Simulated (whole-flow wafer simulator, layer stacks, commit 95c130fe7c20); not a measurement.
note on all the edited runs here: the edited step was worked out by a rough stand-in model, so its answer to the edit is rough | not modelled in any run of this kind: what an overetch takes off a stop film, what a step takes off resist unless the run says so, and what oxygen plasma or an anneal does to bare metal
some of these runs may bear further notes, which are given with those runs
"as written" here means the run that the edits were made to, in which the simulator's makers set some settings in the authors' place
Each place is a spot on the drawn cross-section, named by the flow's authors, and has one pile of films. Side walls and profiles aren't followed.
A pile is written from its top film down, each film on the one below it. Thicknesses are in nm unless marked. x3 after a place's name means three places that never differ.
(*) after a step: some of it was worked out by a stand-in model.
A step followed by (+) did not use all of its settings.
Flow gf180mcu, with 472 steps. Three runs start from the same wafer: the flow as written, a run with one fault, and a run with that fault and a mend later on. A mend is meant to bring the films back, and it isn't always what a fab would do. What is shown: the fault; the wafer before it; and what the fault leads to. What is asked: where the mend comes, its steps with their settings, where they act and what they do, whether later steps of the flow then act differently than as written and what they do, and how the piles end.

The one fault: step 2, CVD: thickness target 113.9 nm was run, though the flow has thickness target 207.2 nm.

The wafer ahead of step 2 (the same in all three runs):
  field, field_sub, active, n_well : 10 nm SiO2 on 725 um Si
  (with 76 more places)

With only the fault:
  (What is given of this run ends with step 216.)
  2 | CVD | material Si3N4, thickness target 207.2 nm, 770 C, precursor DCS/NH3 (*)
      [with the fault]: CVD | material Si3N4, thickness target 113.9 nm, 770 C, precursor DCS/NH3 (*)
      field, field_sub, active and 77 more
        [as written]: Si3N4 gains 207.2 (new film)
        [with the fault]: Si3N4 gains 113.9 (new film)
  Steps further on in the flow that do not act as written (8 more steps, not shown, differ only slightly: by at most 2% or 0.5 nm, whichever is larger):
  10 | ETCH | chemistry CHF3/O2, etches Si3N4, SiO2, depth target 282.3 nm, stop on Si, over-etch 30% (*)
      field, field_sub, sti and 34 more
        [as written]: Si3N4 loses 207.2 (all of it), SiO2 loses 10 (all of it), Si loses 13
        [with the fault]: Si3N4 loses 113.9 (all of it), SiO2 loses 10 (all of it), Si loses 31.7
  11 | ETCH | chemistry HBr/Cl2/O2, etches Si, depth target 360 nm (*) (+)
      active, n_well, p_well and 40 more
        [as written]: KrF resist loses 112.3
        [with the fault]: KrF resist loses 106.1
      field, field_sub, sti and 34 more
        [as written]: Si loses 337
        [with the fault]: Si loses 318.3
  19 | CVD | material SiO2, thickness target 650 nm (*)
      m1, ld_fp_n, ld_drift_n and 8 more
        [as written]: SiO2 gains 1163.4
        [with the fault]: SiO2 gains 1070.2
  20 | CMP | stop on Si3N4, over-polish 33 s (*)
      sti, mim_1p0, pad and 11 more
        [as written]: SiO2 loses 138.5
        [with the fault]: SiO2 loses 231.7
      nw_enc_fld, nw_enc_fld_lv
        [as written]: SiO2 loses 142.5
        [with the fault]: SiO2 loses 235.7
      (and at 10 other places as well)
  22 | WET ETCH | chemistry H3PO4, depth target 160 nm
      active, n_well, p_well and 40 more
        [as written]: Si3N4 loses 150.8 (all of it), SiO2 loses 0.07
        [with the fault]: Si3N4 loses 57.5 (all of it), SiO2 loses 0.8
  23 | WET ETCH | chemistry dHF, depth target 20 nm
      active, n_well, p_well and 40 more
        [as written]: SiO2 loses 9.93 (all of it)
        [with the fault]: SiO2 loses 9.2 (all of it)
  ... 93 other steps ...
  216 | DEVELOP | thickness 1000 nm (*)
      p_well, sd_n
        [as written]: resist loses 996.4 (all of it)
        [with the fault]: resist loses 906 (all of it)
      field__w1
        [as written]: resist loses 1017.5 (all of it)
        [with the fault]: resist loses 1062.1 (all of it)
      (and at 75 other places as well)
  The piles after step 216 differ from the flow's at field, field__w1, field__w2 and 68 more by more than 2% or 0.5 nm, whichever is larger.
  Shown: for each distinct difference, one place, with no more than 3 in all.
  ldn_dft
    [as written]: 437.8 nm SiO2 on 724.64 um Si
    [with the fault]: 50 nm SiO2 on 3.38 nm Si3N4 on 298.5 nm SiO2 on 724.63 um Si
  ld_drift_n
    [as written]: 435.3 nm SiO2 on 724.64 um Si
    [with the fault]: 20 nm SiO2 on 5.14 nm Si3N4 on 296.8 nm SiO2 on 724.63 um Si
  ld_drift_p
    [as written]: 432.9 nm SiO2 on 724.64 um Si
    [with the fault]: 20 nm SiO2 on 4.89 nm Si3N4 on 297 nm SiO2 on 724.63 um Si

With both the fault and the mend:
  The mend stands after step 9.
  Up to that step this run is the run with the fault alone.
  9a | STRIP | chemistry O2/N2, power 2160 W, pressure 1700 mTorr (*)
      active, n_well, p_well and 40 more
        KrF resist loses 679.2 (all of it)
  9b | CVD | material Si3N4, thickness target 93.22 nm, 770 C, precursor DCS/NH3 (*) (the flow's step 2 again, with other settings)
      field, field_sub, active and 77 more
        Si3N4 gains 93.2
  9c | HMDS | 120 C, 60 s (the flow's step 4 again)
      does not change any film at any place that is followed
  9d | COAT | KrF resist, thickness 700 nm (the flow's step 5 again)
      field, field_sub, active and 77 more
        KrF resist gains 700 (new film)
  9e | SOFTBAKE | KrF resist (the flow's step 6 again)
      does not change any film at any place that is followed
  9f | EXPOSE | photomask COMP (the flow's step 7 again)
      does not change any film at any place that is followed
  9g | PEB | KrF resist, 135 C, 90 s (the flow's step 8 again)
      field, field_sub, active and 77 more
        KrF resist loses 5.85
  9h | DEVELOP | thickness 700 nm, 60 s (the flow's step 9 again)
      active, n_well, p_well and 40 more
        KrF resist loses 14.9
      field, field_sub, sti and 34 more
        KrF resist loses 694.2 (all of it)
  None of the later steps of the flow differs from how it acts as written, at any place that is followed, by more than 2% or 0.5 nm, whichever is larger.
  The piles end the same as the flow's at every place that both follow.
